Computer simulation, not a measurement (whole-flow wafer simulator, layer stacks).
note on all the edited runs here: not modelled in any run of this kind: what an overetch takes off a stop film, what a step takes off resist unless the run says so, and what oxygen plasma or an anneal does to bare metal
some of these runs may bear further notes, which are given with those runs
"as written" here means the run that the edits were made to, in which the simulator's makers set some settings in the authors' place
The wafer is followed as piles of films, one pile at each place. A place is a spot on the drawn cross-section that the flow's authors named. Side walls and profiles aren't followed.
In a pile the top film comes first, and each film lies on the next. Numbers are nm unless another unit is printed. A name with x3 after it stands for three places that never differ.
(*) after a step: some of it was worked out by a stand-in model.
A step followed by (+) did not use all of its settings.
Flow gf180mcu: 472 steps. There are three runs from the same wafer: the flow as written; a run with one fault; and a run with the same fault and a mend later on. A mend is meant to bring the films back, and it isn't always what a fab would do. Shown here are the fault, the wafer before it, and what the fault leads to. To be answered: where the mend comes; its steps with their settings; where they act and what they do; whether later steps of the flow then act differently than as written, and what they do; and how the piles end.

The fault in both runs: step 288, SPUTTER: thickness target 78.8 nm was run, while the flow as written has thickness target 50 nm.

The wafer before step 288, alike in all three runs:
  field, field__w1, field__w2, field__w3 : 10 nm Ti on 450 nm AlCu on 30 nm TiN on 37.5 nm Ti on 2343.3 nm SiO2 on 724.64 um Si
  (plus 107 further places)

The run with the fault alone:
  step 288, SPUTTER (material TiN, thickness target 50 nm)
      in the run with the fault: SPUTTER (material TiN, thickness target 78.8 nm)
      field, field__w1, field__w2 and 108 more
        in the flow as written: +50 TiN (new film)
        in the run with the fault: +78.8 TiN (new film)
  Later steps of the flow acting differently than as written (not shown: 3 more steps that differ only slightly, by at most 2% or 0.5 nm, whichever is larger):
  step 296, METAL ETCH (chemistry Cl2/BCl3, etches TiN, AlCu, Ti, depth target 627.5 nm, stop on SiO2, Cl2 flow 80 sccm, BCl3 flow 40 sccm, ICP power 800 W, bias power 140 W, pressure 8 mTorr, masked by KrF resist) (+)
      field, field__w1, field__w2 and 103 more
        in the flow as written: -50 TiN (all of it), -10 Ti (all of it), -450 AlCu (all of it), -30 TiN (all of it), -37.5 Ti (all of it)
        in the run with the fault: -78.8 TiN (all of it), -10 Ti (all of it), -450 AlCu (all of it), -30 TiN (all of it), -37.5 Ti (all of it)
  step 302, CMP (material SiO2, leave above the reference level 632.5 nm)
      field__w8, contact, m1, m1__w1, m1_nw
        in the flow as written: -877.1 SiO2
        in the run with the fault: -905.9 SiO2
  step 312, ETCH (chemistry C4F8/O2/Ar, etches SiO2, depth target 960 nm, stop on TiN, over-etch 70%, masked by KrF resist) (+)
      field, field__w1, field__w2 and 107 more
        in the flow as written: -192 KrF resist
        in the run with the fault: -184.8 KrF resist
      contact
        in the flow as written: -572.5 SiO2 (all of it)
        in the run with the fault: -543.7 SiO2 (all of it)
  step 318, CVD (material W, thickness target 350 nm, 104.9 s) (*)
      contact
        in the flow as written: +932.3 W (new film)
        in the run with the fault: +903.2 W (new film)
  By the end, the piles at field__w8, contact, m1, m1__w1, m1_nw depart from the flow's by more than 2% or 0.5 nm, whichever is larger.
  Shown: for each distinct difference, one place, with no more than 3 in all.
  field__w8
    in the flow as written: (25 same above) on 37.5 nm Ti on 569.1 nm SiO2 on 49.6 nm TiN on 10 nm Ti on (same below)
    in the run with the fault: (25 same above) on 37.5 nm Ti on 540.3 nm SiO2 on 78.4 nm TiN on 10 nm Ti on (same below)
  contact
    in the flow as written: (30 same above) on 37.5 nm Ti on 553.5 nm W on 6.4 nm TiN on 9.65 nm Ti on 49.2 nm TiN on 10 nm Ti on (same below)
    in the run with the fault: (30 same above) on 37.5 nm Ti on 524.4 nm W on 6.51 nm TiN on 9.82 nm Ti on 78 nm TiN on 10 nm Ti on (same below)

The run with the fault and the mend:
  After step 288 comes the mend.
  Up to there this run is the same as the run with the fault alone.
  step 288a, METAL ETCH (chemistry Cl2/BCl3, etches TiN, AlCu, Ti, depth target 28.8 nm, Cl2 flow 80 sccm, BCl3 flow 40 sccm, ICP power 800 W, bias power 140 W, pressure 8 mTorr) (the flow's step 260, run once more with other settings)
      field, field__w1, field__w2 and 108 more
        -28.8 TiN
  None of the later steps of the flow acts differently than as written at any place that is followed.
  By the end, the piles equal the flow's at every place that both follow.
